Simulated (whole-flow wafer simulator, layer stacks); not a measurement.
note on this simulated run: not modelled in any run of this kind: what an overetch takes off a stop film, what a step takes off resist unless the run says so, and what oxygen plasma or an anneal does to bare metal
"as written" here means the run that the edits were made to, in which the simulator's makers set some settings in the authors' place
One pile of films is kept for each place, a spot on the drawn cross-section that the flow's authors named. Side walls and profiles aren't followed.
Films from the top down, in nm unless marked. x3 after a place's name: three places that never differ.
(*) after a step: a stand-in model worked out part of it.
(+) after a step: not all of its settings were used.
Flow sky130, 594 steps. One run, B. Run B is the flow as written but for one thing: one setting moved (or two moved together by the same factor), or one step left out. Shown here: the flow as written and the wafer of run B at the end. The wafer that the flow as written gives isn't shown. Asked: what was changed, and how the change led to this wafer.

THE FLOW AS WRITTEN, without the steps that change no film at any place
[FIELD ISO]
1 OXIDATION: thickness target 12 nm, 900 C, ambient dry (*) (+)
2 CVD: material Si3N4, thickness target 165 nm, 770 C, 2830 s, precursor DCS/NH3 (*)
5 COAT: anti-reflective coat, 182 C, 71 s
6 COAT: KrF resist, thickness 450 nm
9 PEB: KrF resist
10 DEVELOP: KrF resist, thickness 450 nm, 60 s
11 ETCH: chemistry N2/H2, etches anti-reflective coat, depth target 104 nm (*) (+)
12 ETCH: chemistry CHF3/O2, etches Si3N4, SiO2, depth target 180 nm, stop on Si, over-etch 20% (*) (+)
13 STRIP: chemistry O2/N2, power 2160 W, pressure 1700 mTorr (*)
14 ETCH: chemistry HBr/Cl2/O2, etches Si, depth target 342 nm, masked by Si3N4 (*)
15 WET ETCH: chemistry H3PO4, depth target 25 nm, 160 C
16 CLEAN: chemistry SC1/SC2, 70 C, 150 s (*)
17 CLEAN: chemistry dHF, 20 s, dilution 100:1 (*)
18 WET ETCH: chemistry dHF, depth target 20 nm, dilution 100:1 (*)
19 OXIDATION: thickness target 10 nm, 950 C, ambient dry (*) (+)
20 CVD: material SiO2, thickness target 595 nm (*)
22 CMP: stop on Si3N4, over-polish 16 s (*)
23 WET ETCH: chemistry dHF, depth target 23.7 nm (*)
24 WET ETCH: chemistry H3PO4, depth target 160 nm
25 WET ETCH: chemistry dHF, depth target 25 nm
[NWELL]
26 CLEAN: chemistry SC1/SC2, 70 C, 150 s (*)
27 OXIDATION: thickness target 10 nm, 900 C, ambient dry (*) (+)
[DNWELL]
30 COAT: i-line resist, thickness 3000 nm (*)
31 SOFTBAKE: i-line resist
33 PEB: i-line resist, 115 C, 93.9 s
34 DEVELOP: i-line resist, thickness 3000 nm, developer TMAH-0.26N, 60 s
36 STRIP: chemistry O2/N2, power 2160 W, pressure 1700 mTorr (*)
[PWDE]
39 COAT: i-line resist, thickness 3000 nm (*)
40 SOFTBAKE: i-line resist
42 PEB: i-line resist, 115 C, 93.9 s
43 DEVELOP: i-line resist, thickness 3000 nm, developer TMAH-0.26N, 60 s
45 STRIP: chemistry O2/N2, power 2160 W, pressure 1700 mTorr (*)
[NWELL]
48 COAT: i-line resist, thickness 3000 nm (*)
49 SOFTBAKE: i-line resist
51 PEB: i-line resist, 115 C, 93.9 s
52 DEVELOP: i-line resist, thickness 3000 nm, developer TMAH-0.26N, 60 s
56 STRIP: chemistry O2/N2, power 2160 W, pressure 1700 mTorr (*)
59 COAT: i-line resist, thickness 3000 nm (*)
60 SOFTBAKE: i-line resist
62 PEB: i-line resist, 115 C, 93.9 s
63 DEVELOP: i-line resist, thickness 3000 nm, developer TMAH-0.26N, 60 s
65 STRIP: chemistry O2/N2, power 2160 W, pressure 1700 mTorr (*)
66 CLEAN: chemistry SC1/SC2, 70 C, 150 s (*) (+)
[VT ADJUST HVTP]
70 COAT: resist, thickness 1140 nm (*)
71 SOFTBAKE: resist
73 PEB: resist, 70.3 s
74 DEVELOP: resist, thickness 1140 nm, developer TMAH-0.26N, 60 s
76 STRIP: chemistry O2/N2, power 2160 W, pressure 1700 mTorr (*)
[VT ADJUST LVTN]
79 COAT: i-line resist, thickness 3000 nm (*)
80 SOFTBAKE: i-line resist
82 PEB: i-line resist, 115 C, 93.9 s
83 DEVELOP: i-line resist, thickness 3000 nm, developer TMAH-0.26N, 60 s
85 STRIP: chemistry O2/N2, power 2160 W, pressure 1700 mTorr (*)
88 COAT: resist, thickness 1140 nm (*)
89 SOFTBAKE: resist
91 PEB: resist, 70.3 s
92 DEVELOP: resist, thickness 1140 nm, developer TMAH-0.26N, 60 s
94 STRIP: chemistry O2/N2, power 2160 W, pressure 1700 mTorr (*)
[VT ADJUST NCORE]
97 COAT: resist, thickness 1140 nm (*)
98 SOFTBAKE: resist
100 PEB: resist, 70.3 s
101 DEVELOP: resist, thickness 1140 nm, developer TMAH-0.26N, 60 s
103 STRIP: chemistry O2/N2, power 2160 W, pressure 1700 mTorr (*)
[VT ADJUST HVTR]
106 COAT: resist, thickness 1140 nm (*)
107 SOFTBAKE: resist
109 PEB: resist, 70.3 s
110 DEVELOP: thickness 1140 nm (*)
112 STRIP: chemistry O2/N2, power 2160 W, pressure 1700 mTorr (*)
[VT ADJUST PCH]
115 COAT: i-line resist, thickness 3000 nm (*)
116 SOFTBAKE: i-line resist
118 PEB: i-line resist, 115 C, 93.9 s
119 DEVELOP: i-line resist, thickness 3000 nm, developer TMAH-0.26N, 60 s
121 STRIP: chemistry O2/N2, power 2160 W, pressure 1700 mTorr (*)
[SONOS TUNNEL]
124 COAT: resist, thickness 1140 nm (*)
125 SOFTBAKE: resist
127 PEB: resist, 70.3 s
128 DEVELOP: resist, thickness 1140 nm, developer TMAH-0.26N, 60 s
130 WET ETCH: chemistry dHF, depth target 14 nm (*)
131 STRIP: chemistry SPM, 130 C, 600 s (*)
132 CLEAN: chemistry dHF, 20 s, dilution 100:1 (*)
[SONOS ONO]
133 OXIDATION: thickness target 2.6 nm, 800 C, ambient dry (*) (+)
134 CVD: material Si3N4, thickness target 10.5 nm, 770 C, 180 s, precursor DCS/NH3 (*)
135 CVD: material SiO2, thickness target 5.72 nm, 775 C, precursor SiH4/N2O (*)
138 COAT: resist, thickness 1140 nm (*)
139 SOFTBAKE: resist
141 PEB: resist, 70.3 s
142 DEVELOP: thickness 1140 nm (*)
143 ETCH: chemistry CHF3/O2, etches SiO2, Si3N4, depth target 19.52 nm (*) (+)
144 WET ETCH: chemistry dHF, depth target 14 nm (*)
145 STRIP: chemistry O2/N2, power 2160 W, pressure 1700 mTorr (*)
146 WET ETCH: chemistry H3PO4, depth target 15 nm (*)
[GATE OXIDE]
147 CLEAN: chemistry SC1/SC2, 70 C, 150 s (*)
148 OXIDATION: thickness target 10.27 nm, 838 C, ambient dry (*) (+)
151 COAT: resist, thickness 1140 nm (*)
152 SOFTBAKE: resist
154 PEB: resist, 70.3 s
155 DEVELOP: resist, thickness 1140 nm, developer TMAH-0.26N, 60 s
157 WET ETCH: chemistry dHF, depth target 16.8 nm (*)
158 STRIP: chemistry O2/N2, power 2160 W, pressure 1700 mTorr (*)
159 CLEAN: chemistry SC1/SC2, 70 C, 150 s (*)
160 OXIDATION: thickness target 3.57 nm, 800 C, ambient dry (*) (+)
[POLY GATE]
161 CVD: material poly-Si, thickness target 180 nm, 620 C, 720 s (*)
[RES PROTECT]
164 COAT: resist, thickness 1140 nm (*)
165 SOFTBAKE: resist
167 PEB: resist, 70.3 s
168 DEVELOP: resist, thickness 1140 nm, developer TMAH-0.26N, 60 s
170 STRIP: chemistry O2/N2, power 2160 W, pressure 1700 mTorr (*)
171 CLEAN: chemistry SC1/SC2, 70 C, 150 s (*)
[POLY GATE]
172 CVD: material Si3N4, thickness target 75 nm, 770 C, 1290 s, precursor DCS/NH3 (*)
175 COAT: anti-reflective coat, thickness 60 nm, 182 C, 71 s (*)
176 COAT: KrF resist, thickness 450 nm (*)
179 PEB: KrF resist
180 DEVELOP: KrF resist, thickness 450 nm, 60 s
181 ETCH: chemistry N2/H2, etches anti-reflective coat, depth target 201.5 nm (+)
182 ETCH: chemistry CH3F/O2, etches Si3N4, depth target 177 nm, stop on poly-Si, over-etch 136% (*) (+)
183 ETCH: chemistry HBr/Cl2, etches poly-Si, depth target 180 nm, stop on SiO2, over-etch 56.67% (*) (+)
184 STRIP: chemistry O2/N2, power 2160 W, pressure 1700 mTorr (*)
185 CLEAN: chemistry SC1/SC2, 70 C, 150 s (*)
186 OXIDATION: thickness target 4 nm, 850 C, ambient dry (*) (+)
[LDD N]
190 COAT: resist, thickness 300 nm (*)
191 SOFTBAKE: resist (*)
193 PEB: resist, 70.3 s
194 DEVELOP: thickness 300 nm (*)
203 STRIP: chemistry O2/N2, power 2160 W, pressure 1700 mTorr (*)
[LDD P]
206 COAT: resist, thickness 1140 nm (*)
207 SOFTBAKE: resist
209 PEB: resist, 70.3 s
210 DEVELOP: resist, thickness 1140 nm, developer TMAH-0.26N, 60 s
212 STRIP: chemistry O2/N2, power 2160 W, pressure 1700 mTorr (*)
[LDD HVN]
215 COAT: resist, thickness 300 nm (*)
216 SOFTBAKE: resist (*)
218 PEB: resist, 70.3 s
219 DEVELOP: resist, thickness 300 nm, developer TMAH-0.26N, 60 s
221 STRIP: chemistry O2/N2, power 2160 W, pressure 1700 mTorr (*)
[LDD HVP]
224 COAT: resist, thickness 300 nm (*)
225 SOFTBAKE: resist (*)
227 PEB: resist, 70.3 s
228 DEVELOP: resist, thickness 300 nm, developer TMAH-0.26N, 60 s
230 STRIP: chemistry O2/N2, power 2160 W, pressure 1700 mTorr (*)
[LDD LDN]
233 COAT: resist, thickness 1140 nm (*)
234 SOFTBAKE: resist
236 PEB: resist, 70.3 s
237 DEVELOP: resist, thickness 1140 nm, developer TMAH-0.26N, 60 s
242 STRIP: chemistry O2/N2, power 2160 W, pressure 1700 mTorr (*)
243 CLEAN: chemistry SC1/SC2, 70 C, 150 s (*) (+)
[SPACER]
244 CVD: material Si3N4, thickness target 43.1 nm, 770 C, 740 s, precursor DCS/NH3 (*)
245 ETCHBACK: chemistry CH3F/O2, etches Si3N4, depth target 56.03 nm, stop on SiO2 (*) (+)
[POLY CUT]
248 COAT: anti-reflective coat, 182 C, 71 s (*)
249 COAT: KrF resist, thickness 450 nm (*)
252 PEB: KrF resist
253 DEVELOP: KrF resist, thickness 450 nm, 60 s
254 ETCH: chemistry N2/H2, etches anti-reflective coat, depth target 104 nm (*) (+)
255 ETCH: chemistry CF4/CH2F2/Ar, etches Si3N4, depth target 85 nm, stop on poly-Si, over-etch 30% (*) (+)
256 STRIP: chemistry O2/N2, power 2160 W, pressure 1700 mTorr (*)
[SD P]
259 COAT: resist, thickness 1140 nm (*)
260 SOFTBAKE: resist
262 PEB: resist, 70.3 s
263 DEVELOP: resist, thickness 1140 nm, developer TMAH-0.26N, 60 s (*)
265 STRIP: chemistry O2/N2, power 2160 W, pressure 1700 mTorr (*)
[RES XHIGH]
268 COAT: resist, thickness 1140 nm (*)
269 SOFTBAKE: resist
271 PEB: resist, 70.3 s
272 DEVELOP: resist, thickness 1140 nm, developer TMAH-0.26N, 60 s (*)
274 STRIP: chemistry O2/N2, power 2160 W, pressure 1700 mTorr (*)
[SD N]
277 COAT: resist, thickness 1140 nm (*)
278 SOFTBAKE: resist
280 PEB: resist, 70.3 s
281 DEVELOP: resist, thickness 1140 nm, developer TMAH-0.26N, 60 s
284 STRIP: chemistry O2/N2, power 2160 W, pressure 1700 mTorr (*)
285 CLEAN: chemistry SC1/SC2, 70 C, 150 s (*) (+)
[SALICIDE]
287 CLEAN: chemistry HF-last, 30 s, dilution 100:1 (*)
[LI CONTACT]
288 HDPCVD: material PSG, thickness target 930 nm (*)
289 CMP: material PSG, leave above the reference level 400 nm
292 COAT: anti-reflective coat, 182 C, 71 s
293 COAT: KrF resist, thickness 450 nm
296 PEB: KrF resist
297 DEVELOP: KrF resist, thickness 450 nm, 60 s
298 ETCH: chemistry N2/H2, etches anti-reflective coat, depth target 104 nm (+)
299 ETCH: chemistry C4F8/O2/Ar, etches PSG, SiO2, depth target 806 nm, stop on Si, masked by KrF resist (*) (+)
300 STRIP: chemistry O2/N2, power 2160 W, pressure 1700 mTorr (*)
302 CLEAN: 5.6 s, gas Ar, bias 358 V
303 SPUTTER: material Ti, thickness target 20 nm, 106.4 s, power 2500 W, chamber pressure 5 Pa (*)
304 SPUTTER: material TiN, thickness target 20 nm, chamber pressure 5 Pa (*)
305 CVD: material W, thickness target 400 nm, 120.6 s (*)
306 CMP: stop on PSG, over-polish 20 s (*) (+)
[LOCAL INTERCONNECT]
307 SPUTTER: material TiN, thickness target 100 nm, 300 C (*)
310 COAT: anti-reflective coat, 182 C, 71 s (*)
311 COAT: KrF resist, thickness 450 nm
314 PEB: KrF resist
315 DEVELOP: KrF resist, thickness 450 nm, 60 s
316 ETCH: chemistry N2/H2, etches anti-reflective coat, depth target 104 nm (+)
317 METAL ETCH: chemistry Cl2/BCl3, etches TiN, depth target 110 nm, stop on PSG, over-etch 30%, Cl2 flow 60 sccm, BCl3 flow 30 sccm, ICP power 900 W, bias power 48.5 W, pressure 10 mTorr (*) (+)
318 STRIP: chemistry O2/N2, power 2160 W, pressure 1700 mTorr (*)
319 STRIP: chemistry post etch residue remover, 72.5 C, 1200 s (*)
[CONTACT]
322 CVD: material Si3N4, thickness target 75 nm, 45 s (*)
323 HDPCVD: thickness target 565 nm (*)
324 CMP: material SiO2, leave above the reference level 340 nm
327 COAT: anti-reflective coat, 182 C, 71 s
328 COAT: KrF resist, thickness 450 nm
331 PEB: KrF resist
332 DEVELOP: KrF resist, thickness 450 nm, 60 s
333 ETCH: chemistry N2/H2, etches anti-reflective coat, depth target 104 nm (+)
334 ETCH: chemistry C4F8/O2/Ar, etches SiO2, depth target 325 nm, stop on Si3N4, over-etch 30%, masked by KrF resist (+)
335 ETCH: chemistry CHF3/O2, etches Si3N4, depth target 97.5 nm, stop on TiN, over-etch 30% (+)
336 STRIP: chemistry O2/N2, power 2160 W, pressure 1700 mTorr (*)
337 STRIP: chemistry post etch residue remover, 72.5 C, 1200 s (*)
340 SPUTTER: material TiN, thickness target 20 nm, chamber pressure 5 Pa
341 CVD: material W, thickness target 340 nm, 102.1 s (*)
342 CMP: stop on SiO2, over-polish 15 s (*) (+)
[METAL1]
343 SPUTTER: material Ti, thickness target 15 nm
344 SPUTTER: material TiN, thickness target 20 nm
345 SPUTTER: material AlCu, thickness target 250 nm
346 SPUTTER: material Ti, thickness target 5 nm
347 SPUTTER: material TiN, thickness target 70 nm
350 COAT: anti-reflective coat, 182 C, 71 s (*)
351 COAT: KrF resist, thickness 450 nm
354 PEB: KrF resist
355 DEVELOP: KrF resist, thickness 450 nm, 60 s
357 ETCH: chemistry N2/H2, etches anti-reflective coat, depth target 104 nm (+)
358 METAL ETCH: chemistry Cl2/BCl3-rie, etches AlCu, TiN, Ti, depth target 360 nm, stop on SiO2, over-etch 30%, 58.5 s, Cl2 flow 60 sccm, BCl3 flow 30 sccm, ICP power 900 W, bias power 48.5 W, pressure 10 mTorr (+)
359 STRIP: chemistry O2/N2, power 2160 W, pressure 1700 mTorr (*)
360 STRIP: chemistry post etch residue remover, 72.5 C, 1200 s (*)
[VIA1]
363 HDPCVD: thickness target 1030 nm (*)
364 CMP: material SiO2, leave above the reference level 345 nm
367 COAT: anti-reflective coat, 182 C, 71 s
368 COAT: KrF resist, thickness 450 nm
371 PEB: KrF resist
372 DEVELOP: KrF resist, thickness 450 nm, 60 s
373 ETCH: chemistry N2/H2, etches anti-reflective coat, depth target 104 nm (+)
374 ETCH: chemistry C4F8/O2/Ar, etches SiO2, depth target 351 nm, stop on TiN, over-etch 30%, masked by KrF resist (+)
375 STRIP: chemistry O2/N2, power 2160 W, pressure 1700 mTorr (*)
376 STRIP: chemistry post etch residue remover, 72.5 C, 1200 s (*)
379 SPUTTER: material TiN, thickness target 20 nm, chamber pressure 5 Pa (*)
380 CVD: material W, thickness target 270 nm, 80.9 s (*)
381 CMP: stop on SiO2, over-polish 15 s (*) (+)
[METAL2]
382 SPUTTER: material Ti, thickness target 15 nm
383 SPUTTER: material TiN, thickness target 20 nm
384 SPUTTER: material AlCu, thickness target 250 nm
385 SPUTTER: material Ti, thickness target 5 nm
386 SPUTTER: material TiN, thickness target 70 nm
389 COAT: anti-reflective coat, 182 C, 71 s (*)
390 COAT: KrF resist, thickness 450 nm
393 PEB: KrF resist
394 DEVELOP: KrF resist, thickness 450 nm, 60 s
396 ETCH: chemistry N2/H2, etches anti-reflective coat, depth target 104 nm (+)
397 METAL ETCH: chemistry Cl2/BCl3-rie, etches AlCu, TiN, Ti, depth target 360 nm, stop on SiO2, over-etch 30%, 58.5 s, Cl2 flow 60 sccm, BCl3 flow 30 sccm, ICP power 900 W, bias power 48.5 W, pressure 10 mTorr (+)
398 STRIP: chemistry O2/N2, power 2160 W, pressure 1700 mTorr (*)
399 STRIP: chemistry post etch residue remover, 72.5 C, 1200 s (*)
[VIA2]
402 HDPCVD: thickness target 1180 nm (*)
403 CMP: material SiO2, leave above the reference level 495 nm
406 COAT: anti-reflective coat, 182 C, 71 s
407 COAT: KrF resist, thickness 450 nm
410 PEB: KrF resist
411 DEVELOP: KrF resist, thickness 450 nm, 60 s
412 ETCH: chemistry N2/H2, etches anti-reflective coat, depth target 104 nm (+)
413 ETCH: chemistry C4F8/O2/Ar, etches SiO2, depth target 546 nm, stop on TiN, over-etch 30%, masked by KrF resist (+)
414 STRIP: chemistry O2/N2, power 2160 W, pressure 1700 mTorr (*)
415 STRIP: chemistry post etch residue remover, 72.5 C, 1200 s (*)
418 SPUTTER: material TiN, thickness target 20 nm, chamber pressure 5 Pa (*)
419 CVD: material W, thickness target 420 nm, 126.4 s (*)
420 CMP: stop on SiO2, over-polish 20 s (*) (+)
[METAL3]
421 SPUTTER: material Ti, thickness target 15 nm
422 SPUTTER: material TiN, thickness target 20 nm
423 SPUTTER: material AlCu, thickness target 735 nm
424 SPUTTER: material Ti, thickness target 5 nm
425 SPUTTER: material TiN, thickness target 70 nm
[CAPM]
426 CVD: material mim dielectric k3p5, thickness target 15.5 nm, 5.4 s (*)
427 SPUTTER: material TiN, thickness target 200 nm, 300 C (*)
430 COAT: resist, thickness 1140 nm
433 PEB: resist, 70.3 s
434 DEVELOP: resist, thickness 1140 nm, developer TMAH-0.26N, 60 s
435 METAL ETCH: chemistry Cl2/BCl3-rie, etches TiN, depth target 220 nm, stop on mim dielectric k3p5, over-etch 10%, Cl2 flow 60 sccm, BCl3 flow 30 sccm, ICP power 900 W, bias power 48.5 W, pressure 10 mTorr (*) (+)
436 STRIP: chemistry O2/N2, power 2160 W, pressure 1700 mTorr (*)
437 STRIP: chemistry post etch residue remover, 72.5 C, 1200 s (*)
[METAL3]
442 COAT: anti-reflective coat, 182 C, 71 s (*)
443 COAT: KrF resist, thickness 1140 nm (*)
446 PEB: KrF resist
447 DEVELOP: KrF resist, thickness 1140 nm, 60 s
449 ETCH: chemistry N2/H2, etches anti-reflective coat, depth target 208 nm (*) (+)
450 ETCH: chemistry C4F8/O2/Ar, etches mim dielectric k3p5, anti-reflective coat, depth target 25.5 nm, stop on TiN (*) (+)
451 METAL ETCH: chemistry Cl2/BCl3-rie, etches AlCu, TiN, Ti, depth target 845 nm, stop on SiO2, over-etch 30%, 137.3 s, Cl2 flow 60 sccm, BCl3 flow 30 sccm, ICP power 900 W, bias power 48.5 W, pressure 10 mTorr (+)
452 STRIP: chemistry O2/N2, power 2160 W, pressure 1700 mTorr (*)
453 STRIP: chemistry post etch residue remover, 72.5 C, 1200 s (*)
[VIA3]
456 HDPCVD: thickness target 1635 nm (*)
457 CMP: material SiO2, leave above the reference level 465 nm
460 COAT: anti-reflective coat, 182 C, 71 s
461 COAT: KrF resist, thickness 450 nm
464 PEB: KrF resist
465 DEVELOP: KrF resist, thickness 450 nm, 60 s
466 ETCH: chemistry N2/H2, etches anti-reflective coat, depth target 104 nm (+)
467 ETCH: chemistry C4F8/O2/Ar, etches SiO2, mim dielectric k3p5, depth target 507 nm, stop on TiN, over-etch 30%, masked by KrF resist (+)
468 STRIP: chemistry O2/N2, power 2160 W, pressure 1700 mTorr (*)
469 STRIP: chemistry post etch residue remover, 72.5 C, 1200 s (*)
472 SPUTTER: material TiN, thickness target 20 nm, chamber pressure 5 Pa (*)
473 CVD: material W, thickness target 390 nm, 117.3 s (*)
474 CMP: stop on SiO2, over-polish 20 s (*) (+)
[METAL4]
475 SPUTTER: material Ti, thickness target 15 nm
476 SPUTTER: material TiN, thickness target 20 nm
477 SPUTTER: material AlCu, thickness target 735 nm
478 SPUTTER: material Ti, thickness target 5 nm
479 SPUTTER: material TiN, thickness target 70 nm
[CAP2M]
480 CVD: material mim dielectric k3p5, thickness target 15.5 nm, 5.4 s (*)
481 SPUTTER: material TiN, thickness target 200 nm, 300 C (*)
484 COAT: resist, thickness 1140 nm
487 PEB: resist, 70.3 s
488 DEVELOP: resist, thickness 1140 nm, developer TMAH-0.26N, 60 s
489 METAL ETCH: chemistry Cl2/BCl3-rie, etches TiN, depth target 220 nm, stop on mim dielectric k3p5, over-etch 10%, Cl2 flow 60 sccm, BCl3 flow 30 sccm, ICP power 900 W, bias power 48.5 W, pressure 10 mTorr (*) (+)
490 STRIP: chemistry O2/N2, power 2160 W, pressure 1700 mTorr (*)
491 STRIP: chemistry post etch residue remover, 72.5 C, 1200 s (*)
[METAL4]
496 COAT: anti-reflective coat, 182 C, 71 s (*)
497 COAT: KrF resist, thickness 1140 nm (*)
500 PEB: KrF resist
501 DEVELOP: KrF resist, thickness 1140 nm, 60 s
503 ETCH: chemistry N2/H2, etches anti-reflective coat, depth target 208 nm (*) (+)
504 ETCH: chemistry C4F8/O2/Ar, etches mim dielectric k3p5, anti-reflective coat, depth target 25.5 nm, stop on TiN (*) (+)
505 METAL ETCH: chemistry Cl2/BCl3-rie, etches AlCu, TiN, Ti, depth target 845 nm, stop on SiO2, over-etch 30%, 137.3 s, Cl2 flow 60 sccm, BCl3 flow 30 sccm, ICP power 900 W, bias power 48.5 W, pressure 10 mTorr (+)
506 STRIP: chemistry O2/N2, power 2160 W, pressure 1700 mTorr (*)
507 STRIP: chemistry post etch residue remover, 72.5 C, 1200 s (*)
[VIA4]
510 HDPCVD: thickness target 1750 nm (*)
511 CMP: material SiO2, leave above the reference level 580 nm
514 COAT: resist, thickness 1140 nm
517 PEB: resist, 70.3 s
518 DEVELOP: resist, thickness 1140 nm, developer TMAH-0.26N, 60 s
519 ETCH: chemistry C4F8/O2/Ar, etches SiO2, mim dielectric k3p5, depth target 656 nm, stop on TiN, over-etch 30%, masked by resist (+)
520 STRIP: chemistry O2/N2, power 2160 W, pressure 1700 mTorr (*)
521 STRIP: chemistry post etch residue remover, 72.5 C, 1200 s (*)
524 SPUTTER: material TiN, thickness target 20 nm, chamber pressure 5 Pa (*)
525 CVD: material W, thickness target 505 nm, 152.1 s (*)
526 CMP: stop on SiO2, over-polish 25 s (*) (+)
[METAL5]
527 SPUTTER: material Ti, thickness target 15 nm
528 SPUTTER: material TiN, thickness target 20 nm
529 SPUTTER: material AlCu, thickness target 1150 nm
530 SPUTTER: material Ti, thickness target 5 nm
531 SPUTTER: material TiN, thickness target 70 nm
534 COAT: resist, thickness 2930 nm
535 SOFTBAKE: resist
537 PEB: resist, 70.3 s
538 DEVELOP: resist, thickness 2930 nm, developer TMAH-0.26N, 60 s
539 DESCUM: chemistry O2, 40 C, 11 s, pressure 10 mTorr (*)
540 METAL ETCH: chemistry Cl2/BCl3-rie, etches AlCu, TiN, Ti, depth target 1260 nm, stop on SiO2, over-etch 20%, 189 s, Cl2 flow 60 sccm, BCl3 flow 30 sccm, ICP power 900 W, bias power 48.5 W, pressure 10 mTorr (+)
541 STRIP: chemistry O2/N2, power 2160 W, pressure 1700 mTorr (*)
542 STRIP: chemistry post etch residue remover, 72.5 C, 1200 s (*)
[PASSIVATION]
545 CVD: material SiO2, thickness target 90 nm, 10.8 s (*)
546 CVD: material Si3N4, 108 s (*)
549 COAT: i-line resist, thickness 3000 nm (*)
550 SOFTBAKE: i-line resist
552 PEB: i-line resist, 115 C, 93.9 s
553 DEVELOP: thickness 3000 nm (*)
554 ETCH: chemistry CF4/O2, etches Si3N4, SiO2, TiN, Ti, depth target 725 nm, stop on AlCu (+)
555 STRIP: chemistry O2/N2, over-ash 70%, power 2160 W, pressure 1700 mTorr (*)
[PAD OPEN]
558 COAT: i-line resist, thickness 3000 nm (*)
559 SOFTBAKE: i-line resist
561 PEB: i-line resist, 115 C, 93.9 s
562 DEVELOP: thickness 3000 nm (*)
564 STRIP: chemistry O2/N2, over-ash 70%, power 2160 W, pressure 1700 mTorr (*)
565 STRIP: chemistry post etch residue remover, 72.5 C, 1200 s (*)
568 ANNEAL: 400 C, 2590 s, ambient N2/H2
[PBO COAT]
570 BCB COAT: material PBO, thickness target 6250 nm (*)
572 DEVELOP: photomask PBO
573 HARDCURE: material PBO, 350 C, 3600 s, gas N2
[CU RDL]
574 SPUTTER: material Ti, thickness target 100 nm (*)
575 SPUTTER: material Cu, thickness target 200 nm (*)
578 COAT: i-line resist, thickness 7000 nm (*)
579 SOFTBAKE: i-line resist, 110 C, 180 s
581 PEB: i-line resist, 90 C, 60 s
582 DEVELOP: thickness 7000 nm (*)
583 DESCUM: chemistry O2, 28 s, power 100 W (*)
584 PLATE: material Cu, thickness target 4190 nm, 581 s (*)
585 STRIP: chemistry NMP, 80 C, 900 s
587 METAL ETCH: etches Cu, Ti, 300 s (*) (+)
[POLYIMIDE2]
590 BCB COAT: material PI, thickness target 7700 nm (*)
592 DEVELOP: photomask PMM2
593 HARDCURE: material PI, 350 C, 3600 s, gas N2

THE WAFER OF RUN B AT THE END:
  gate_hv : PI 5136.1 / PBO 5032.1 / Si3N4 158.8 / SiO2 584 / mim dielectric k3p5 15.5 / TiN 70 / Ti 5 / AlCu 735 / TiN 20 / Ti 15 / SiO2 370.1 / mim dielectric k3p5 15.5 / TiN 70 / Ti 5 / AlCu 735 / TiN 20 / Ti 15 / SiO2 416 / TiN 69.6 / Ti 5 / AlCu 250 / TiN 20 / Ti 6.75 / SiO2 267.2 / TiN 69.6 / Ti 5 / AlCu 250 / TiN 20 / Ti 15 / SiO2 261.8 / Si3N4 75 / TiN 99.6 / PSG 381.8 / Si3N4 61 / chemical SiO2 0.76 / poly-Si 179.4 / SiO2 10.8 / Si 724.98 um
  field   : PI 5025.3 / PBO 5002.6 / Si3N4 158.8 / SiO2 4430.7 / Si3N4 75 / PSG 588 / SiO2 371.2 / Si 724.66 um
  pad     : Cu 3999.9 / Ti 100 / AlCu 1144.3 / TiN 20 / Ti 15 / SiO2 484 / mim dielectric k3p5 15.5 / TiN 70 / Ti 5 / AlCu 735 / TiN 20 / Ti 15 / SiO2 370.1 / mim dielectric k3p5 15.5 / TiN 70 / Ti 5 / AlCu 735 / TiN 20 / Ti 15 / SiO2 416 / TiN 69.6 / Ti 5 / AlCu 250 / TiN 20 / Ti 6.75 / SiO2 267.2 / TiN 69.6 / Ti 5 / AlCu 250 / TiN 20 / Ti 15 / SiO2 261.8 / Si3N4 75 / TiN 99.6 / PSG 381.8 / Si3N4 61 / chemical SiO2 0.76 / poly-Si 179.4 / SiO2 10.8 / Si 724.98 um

The cause: step 382, SPUTTER: thickness target 6.75 nm was run, where the flow has thickness target 15 nm.
It can be read off the wafer: gate_hv has Ti 6.75, and step 382 as written asks for 15 nm.

How the change led to this, step by step:
  382 SPUTTER: material Ti, thickness target 15 nm
      field, active, n_well and 188 more: Ti +6.75 (new film) (as written it would be: Ti +15 (new film))
  397 METAL ETCH: chemistry Cl2/BCl3-rie, etches AlCu, TiN, Ti, depth target 360 nm, stop on SiO2, over-etch 30%, 58.5 s, Cl2 flow 60 sccm, BCl3 flow 30 sccm, ICP power 900 W, bias power 48.5 W, pressure 10 mTorr (+)
      field, active, gate and 82 more: TiN -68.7 (all of it), Ti -5 (all of it), AlCu -250 (all of it), TiN -20 (all of it), Ti -6.75 (all of it), SiO2 -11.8 (as written it would be: TiN -68.7 (all of it), Ti -5 (all of it), AlCu -250 (all of it), TiN -20 (all of it), Ti -15 (all of it), SiO2 -10.9)
